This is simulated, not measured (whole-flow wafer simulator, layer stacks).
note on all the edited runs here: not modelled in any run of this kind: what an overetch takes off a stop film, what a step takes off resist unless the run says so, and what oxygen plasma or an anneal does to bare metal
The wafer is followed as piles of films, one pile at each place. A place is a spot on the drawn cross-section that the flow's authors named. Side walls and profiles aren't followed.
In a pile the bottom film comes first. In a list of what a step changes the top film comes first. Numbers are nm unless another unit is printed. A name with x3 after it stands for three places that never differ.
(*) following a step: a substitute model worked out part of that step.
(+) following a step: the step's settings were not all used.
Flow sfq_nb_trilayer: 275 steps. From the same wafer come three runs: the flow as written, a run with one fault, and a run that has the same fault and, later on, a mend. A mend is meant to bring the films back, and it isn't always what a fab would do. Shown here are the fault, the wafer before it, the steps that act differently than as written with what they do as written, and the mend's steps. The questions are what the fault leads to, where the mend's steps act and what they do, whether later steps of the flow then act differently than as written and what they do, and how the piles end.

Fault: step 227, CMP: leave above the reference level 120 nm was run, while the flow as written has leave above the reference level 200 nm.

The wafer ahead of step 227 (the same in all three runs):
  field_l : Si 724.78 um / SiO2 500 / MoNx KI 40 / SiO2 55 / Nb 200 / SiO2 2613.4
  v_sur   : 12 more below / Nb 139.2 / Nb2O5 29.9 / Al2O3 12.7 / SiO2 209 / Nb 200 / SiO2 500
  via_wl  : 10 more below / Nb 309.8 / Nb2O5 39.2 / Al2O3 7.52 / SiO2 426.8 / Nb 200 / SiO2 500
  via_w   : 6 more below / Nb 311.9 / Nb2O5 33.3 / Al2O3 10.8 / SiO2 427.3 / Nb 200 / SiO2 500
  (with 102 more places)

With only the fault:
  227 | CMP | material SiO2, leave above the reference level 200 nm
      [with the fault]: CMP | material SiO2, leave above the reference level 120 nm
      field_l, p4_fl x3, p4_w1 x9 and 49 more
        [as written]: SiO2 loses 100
        [with the fault]: SiO2 loses 180
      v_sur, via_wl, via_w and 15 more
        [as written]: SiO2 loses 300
        [with the fault]: SiO2 loses 380
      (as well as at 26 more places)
  Steps further on in the flow that do not act as written (not shown: 3 more steps that differ only slightly, by at most 2% or 0.5 nm, whichever is larger):
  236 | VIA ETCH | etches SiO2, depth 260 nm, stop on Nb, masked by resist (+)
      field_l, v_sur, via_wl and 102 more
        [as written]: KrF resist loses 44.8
        [with the fault]: KrF resist loses 31
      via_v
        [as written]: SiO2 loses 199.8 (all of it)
        [with the fault]: SiO2 loses 119.8 (all of it)
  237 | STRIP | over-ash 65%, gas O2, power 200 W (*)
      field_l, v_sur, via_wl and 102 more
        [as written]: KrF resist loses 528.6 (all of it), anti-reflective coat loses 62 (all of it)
        [with the fault]: KrF resist loses 542.4 (all of it), anti-reflective coat loses 62 (all of it)
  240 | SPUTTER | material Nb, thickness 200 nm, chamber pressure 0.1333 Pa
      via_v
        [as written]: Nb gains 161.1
        [with the fault]: Nb gains 180.7
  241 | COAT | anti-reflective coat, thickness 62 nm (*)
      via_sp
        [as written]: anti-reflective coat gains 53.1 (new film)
        [with the fault]: anti-reflective coat gains 54.6 (new film)
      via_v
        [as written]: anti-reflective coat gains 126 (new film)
        [with the fault]: anti-reflective coat gains 107.1 (new film)
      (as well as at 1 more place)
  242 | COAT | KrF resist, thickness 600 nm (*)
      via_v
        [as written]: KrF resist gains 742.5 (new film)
        [with the fault]: KrF resist gains 675.1 (new film)
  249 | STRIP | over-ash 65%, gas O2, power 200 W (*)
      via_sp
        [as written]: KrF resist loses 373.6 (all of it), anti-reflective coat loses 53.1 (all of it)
        [with the fault]: KrF resist loses 379.2 (all of it), anti-reflective coat loses 54.6 (all of it)
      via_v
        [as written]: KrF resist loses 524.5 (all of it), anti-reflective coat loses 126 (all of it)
        [with the fault]: KrF resist loses 457.3 (all of it), anti-reflective coat loses 107.1 (all of it)
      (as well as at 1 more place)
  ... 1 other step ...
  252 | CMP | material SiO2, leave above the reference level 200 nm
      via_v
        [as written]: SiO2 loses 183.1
        [with the fault]: SiO2 loses 161.8
  The piles end different from the flow's at field_l, v_sur, via_wl and 103 more by more than 2% or 0.5 nm, whichever is larger.
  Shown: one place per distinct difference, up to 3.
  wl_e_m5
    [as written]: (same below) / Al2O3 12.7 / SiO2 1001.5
    [with the fault]: (same below) / Al2O3 12.7 / SiO2 921.5
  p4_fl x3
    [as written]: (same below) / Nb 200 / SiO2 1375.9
    [with the fault]: (same below) / Nb 200 / SiO2 1295.9
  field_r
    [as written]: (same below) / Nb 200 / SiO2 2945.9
    [with the fault]: (same below) / Nb 200 / SiO2 2865.9

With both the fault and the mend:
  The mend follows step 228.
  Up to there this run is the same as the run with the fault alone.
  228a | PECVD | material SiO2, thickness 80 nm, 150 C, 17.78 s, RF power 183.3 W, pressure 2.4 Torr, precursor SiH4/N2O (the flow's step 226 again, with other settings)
      field_l, v_sur, via_wl and 103 more
        SiO2 gains 80
  Later steps of the flow that are run all act as written at every place that is followed.
  By the end, the piles equal the flow's at every place that both follow.
